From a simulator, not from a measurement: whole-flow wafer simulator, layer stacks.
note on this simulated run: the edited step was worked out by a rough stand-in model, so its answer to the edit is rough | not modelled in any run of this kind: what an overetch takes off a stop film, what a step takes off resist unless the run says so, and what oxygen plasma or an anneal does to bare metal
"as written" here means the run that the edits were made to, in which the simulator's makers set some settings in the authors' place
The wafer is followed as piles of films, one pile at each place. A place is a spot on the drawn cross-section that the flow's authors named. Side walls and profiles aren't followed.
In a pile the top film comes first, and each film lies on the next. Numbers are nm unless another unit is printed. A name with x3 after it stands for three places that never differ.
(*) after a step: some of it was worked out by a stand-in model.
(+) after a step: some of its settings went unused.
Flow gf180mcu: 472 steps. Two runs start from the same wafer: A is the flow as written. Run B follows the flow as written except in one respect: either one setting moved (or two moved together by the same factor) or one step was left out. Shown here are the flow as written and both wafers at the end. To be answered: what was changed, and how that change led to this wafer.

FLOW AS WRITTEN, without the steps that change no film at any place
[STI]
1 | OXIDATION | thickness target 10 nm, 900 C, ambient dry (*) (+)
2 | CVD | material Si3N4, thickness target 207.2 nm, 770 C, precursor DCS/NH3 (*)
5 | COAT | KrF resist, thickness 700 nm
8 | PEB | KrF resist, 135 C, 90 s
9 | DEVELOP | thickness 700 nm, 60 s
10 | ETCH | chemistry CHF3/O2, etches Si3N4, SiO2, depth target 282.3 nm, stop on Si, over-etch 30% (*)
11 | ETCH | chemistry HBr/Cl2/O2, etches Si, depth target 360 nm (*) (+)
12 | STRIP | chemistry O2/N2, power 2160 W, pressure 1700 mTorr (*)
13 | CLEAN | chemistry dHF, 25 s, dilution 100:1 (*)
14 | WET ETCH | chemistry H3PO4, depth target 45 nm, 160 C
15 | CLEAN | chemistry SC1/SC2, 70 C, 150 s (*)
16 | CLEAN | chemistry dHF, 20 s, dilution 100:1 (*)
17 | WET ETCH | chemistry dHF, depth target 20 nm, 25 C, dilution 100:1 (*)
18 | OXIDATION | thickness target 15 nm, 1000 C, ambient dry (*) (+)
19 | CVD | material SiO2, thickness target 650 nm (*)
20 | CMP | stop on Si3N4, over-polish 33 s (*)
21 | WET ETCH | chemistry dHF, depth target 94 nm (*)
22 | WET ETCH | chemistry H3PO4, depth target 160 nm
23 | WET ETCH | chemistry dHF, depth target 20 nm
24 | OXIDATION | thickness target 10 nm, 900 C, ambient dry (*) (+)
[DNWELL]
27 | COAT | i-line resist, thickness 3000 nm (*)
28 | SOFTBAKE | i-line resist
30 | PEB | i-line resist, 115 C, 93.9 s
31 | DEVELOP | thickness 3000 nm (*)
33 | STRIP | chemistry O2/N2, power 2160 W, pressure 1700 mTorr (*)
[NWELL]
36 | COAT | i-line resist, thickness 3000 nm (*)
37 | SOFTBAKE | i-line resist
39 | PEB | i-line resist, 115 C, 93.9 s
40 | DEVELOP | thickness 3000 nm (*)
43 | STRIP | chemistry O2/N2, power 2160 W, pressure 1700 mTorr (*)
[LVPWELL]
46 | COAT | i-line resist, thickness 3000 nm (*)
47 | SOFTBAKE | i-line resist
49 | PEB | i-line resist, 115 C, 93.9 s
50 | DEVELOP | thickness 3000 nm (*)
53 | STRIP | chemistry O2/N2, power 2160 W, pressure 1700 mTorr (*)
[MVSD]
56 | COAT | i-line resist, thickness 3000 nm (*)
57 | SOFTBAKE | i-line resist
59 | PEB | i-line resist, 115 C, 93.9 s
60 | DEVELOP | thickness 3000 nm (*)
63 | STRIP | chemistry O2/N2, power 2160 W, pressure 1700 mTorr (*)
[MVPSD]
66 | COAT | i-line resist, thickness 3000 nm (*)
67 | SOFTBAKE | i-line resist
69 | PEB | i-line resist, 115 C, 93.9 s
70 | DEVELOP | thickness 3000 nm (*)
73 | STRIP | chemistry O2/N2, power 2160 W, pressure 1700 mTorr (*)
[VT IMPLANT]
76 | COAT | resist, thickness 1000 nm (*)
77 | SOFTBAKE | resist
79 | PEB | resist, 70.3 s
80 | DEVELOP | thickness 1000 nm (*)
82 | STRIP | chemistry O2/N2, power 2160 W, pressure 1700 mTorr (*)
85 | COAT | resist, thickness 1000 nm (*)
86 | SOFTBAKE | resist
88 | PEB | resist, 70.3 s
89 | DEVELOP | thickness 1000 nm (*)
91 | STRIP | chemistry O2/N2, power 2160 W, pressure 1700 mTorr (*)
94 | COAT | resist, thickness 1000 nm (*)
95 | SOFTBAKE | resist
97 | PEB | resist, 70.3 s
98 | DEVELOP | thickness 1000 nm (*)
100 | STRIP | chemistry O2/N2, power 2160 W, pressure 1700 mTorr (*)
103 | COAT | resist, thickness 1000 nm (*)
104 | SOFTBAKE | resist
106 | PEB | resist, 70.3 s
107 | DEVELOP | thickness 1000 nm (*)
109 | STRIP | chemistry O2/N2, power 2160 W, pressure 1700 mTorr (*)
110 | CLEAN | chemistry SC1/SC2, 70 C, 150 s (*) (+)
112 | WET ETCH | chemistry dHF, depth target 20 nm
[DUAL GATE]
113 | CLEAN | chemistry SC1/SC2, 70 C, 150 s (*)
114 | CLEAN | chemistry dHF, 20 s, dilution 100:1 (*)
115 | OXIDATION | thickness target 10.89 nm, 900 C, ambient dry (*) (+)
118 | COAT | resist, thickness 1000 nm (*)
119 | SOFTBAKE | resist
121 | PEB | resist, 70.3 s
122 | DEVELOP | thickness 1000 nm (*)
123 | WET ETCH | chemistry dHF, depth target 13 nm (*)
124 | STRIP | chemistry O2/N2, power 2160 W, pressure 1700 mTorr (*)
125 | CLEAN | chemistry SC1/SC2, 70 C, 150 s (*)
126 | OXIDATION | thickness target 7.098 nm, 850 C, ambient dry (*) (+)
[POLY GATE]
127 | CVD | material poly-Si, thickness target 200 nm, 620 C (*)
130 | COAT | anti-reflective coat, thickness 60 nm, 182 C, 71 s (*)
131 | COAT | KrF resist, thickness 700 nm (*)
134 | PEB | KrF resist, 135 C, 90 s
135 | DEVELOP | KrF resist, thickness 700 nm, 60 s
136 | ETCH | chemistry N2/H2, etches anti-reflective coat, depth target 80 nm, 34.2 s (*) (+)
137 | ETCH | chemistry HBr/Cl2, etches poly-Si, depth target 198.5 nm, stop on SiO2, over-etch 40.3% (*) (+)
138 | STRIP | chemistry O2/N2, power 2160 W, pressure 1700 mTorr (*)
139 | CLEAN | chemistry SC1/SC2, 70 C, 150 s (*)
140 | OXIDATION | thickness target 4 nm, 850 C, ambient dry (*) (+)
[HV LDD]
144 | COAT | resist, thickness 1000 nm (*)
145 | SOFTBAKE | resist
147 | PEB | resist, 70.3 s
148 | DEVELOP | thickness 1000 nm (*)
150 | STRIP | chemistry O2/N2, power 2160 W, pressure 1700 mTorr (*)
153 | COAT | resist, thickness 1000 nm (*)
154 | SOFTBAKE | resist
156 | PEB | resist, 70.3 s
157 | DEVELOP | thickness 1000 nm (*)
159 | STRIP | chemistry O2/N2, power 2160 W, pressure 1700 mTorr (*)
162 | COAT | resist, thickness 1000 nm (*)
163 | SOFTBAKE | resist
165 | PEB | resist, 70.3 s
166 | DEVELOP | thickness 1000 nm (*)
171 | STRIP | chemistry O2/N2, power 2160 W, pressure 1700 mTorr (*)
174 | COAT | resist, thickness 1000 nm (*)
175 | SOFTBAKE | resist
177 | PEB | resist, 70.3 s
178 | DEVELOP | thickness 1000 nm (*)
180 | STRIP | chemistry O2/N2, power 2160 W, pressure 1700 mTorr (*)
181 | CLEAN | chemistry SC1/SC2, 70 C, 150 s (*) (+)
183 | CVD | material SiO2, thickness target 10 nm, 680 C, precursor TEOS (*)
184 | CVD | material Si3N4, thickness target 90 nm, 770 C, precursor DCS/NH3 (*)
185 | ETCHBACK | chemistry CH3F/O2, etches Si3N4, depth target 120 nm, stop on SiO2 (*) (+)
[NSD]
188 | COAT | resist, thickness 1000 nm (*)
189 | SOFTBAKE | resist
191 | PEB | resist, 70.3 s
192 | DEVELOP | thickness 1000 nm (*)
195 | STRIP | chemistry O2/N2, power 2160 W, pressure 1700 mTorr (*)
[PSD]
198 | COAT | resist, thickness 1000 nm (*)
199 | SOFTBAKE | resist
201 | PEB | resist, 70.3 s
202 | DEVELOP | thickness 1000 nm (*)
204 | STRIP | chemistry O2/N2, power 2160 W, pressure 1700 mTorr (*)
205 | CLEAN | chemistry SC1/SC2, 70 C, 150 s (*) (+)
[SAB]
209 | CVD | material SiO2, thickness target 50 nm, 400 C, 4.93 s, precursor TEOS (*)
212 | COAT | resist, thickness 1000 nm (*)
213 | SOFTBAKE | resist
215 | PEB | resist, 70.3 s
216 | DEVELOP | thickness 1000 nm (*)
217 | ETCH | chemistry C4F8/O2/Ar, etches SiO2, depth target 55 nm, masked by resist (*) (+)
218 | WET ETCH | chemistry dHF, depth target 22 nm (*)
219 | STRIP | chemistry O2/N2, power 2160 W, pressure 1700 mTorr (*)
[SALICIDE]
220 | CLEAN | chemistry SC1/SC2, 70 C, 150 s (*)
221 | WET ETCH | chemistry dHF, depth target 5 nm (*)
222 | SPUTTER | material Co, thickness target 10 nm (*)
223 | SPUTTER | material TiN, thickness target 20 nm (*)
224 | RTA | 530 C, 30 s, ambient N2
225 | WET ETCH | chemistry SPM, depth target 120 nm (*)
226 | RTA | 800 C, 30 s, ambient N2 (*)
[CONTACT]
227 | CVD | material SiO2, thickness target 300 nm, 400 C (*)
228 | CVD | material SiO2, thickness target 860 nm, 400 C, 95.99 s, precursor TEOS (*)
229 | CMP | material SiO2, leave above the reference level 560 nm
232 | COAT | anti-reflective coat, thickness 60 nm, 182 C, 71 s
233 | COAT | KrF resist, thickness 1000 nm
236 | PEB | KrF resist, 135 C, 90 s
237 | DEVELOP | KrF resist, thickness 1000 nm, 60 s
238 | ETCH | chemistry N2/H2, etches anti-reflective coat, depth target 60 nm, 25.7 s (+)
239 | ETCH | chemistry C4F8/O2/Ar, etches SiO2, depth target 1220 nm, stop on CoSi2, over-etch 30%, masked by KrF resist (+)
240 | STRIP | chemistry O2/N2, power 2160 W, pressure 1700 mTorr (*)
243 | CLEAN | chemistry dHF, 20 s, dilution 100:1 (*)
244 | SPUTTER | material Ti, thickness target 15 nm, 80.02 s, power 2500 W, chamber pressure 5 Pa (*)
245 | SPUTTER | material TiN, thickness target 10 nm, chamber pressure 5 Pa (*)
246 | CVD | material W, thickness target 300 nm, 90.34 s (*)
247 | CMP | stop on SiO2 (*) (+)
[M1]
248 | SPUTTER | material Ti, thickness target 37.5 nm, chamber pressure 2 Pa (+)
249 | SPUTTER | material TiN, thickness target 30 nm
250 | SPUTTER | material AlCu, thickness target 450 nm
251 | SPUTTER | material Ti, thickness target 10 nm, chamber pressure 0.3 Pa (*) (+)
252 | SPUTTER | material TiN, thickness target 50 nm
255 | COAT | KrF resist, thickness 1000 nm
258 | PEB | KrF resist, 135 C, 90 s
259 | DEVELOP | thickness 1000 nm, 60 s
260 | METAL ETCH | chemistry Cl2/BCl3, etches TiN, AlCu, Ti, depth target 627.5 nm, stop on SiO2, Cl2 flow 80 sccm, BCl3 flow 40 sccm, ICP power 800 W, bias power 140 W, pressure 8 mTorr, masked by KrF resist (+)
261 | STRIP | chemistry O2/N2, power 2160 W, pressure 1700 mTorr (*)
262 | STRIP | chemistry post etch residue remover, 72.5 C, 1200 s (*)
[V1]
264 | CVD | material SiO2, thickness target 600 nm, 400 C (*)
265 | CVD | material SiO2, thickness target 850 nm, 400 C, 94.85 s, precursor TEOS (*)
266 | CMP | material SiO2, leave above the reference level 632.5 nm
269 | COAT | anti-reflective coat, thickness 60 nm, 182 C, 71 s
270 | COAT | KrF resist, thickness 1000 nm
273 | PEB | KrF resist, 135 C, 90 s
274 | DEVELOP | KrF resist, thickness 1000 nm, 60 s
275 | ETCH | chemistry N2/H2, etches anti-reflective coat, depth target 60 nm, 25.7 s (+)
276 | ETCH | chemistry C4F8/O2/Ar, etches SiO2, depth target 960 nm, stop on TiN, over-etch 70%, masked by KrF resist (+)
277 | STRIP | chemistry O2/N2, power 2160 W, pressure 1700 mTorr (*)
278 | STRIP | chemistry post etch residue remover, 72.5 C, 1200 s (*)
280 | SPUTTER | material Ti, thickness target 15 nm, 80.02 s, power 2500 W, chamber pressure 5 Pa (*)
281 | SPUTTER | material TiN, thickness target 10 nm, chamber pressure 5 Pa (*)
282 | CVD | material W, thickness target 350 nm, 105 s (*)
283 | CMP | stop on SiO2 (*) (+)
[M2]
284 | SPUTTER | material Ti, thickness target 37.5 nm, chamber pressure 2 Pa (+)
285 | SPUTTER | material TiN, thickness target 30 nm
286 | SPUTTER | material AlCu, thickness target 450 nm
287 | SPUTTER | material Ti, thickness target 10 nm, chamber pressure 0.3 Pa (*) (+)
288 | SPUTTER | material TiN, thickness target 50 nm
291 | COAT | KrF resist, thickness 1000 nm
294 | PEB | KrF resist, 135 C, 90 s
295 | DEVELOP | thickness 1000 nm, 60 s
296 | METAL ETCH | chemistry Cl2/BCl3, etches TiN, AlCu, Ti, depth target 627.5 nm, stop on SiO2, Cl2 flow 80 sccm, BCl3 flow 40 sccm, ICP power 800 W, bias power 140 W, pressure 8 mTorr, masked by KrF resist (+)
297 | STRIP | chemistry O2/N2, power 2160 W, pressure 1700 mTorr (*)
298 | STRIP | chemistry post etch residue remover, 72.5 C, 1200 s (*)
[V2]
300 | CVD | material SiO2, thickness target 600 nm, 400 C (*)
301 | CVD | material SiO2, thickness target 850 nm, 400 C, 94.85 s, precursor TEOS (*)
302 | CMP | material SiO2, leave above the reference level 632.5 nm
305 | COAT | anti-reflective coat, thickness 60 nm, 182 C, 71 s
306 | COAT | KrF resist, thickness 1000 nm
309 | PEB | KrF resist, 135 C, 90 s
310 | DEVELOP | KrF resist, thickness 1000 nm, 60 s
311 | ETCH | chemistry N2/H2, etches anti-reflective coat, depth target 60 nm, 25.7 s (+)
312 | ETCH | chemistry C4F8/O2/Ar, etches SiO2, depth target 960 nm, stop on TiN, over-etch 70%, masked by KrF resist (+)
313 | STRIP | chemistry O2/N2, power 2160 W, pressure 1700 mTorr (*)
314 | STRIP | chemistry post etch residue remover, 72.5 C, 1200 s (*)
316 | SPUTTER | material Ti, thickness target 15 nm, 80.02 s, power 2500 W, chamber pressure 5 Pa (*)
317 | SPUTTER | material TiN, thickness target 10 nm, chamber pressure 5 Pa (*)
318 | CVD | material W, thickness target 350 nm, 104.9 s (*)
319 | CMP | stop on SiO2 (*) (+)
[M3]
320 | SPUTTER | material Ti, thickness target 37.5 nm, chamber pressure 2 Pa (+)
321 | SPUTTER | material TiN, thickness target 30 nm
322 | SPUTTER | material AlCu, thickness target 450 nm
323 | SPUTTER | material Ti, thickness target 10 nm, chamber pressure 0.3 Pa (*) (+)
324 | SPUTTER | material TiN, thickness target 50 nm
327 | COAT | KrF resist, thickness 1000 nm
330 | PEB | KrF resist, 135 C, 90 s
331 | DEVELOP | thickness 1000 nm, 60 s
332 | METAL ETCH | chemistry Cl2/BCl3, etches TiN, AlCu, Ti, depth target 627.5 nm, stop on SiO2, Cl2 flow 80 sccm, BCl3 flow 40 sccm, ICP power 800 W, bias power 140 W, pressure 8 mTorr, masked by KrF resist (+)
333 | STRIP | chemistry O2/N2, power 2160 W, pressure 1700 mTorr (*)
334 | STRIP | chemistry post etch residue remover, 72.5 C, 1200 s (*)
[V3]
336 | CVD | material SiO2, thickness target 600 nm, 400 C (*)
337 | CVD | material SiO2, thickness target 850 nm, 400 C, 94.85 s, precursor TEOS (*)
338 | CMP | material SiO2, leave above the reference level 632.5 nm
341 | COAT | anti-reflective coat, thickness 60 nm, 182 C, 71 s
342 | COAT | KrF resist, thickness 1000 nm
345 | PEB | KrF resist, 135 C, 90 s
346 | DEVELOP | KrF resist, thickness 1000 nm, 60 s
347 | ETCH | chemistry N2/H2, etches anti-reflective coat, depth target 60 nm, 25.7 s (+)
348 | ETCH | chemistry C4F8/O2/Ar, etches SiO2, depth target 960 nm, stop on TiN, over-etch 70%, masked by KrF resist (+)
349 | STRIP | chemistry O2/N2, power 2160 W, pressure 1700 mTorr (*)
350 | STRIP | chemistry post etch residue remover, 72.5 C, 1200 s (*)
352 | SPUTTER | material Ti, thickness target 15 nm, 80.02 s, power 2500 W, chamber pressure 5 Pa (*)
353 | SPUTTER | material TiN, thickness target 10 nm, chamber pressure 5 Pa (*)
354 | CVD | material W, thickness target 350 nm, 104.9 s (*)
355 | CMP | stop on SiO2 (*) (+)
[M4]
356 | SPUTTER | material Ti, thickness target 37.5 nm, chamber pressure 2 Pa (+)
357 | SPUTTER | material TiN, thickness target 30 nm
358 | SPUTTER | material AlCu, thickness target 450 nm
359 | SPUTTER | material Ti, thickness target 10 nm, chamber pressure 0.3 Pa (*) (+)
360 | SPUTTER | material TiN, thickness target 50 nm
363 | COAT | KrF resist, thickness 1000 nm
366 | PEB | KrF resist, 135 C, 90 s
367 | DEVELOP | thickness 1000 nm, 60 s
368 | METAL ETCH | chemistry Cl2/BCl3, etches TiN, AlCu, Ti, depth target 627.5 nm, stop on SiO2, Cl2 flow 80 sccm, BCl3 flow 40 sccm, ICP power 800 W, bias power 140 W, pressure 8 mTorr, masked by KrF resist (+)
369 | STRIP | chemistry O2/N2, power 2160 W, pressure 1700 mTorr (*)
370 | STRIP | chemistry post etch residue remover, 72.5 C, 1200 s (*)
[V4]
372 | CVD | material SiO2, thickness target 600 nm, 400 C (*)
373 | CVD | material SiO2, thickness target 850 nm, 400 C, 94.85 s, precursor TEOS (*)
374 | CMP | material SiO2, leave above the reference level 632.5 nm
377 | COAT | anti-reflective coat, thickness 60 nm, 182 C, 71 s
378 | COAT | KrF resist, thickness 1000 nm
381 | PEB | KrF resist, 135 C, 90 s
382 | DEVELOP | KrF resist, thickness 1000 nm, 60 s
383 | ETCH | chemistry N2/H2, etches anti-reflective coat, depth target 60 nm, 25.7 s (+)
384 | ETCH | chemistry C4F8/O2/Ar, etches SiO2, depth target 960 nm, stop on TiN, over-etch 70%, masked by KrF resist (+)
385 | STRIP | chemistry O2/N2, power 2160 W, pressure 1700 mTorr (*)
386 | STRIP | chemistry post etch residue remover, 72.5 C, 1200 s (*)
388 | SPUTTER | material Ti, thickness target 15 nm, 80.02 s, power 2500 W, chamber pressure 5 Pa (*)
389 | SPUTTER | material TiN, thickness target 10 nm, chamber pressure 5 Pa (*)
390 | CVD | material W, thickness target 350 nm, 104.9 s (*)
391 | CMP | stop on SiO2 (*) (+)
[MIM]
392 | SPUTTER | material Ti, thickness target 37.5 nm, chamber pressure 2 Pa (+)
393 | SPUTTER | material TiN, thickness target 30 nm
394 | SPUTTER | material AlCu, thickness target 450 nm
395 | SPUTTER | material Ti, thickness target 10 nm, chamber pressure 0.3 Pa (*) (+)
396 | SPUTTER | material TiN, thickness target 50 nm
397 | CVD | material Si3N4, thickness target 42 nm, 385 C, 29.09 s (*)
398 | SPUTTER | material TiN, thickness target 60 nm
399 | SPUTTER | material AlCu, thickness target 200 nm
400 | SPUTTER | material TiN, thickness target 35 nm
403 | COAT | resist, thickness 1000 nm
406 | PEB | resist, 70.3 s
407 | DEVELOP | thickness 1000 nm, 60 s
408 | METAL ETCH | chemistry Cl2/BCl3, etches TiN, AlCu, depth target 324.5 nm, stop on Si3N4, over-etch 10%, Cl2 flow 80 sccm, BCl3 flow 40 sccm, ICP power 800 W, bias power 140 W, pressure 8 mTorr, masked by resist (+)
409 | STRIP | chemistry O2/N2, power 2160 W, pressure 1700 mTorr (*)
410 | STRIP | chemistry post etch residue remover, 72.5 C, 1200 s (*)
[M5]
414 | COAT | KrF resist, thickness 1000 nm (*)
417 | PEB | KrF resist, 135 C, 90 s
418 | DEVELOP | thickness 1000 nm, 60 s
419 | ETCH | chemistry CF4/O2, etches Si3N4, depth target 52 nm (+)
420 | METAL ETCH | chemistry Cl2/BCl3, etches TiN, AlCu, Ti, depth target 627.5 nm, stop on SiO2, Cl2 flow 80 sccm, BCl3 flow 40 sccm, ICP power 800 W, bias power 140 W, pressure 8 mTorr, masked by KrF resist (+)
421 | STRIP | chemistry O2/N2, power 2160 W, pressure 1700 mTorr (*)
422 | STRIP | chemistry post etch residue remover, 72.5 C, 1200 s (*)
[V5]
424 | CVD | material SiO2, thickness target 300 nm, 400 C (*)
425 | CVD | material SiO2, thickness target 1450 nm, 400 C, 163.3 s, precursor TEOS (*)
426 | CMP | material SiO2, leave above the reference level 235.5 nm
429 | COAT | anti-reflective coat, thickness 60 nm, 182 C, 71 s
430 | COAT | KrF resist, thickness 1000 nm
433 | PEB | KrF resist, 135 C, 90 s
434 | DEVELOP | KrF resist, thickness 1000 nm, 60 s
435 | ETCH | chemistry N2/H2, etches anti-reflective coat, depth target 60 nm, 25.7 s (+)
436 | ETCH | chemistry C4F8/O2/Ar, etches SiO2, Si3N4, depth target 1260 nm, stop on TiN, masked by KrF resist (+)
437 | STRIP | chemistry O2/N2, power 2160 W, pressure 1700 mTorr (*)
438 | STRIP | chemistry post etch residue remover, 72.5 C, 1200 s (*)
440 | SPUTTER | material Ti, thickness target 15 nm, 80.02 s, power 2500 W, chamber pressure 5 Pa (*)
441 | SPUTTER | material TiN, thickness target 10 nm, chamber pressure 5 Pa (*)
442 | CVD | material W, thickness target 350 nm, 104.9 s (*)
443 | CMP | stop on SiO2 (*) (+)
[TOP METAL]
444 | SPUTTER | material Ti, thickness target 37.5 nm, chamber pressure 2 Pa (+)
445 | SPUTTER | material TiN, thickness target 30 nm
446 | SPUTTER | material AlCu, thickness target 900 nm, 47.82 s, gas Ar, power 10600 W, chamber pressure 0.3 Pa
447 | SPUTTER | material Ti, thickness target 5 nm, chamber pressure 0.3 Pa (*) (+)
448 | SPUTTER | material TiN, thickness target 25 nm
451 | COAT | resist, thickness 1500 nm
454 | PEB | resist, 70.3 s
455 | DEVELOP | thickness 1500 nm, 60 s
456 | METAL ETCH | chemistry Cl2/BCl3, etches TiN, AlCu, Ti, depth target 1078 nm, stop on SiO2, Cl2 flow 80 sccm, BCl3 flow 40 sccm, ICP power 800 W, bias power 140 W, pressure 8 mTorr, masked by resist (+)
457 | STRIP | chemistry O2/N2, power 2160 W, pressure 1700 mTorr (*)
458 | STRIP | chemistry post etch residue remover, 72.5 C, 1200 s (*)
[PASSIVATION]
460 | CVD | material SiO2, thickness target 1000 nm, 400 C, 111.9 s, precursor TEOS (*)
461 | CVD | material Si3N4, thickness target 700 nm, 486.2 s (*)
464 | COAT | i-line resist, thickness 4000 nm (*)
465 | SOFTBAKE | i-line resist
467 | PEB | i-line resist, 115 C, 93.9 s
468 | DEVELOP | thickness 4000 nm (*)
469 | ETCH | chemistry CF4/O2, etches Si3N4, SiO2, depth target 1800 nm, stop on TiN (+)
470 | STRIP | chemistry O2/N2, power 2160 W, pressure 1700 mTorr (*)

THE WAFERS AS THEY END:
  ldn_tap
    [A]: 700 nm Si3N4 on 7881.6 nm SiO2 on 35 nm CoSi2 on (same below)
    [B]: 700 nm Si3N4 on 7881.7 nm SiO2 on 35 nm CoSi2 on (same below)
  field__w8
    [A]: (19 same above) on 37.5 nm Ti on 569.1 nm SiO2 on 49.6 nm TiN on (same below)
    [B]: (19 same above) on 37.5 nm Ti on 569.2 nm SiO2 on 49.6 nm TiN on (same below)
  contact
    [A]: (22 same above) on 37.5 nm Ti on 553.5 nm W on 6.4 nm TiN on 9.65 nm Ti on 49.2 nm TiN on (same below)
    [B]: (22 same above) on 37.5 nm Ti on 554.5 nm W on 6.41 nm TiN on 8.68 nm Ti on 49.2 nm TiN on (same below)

What caused this: step 352, SPUTTER: 72.02 s was run, whereas the flow has 80.02 s.

Step by step, how the change led to this:
  352 | SPUTTER | material Ti, thickness target 15 nm, 80.02 s, power 2500 W, chamber pressure 5 Pa (*)
      field, field__w1, field__w2 and 107 more: A +15 Ti (new film) | B +13.5 Ti (new film)
      contact: A +9.65 Ti (new film) | B +8.68 Ti (new film)
  355 | CMP | stop on SiO2 (*) (+)
      field, field__w1, field__w2 and 107 more: A -350 W (all of it), -10 TiN (all of it), -15 Ti (all of it), -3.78 SiO2 | B -350 W (all of it), -10 TiN (all of it), -13.5 Ti (all of it), -3.77 SiO2
